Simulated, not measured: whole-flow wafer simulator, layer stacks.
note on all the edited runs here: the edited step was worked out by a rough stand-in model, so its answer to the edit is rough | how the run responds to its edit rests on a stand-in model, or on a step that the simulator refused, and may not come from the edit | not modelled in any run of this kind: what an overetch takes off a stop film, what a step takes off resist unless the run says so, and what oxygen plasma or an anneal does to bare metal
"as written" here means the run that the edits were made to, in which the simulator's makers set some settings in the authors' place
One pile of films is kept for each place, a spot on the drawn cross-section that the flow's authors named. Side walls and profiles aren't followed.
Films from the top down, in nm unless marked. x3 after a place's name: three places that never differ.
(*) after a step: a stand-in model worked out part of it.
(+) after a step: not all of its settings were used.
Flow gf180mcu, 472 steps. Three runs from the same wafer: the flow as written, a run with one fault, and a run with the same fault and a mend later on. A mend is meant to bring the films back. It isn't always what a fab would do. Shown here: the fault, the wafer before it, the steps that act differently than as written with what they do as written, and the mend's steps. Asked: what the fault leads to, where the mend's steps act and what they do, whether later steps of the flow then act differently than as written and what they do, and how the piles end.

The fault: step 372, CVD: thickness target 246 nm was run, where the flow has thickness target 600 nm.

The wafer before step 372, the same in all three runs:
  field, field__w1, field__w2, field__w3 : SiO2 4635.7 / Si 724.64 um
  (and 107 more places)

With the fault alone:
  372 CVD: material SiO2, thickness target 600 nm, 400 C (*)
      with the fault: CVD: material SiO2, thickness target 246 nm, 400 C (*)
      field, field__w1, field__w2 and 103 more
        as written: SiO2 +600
        with the fault: SiO2 +246
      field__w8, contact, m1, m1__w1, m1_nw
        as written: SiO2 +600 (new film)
        with the fault: SiO2 +246 (new film)
  Later steps of the flow that act differently than as written (11 more steps differ only slightly, by at most 2% or 0.5 nm, whichever is larger, and aren't shown):
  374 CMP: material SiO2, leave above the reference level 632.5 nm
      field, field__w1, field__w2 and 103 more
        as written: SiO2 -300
        with the fault: nothing
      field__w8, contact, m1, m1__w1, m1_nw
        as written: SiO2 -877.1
        with the fault: SiO2 -523.1
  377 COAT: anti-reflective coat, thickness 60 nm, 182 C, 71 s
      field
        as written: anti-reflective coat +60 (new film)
        with the fault: anti-reflective coat +81.5 (new film)
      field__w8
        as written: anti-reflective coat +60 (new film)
        with the fault: anti-reflective coat +30.5 (new film)
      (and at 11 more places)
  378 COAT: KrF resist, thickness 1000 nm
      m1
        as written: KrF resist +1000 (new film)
        with the fault: KrF resist +979.8 (new film)
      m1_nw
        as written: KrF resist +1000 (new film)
        with the fault: KrF resist +977.8 (new film)
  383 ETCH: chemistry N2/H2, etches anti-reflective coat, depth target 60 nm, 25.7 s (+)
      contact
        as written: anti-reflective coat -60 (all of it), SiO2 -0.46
        with the fault: anti-reflective coat -32.9 (all of it), SiO2 -1.16
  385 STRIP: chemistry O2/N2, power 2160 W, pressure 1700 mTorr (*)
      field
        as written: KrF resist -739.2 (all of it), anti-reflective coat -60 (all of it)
        with the fault: KrF resist -728.8 (all of it), anti-reflective coat -81.5 (all of it)
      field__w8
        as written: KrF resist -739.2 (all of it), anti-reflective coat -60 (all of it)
        with the fault: KrF resist -733.6 (all of it), anti-reflective coat -30.5 (all of it)
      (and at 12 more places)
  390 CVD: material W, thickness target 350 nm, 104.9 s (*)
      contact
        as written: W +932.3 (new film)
        with the fault: W +877.8 (new film)
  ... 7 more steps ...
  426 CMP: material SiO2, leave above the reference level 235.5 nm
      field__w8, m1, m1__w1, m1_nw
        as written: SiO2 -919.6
        with the fault: SiO2 -971.6
  At the end the piles differ from the flow's by more than 2% or 0.5 nm, whichever is larger, at field__w8, contact, m1, m1__w1, m1_nw.
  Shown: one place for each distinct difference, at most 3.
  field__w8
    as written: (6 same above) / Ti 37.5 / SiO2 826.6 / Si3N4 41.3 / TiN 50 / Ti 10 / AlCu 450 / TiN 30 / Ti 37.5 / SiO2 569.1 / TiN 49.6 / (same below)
    with the fault: (6 same above) / Ti 37.5 / SiO2 774.6 / Si3N4 41.3 / TiN 50 / Ti 10 / AlCu 450 / TiN 30 / Ti 37.5 / SiO2 567.1 / TiN 49.6 / (same below)
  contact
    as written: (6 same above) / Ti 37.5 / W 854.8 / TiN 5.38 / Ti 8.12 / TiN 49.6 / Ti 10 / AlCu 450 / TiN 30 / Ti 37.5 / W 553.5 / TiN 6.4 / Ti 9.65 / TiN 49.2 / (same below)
    with the fault: (6 same above) / Ti 37.5 / W 854.6 / TiN 5.55 / Ti 8.12 / TiN 49.6 / Ti 10 / AlCu 450 / TiN 30 / Ti 37.5 / W 499 / TiN 6.61 / Ti 9.96 / TiN 49.2 / (same below)

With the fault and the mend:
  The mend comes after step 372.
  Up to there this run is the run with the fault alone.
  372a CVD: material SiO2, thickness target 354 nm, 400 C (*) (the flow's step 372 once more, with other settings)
      field, field__w1, field__w2 and 108 more
        SiO2 +354
  No later step of the flow acts differently than as written at any place that is followed.
  At the end the piles are the same as the flow's at every place that both follow.
